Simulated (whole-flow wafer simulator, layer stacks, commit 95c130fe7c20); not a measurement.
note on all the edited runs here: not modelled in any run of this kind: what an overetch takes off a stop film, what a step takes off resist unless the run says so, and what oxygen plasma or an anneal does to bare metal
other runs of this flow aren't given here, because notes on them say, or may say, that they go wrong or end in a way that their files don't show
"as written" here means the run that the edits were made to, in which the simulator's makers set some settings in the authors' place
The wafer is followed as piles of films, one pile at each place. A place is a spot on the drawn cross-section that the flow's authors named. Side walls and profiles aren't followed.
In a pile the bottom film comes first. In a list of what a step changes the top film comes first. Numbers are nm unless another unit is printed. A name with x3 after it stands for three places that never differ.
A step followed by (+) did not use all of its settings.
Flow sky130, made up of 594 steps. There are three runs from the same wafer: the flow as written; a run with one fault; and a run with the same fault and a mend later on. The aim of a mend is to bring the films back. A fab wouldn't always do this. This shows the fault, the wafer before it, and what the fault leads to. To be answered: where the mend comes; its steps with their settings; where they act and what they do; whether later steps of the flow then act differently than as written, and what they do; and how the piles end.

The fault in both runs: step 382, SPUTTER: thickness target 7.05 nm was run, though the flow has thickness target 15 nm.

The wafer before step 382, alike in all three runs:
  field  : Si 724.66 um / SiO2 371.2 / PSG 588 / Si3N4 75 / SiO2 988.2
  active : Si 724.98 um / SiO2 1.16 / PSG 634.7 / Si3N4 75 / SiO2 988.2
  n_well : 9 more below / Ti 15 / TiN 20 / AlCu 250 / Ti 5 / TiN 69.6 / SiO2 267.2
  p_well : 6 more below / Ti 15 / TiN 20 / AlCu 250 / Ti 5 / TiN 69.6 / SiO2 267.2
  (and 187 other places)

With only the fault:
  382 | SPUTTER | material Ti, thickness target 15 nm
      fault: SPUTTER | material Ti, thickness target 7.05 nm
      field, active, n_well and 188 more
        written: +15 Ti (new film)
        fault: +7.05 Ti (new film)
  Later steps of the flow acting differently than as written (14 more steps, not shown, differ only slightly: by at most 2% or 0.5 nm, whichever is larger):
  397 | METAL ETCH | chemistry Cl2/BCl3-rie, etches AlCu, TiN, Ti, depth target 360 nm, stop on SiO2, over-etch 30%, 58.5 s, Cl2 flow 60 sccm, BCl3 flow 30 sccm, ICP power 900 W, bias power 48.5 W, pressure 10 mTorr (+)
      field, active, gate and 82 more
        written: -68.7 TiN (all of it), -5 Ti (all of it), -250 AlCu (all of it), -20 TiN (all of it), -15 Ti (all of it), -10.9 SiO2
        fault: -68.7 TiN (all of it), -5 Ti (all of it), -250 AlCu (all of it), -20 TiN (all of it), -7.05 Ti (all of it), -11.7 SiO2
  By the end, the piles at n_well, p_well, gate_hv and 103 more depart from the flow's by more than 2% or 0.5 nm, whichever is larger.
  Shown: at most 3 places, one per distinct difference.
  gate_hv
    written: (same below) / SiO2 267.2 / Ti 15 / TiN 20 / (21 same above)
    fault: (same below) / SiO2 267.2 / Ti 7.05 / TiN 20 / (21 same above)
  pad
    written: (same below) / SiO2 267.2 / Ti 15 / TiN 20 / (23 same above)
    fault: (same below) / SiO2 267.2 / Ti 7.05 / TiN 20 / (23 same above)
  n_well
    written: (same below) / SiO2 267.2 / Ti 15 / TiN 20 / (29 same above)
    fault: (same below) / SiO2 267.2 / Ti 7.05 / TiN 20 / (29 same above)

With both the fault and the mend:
  After step 382 comes the mend.
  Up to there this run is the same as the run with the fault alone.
  382a | SPUTTER | material Ti, thickness target 7.95 nm (the flow's step 382, run once more with other settings)
      field, active, n_well and 188 more
        +7.95 Ti
  Every later step of the flow that is run acts as written at every place that is followed.
  At every place that both follow, the piles at the end match the flow's.
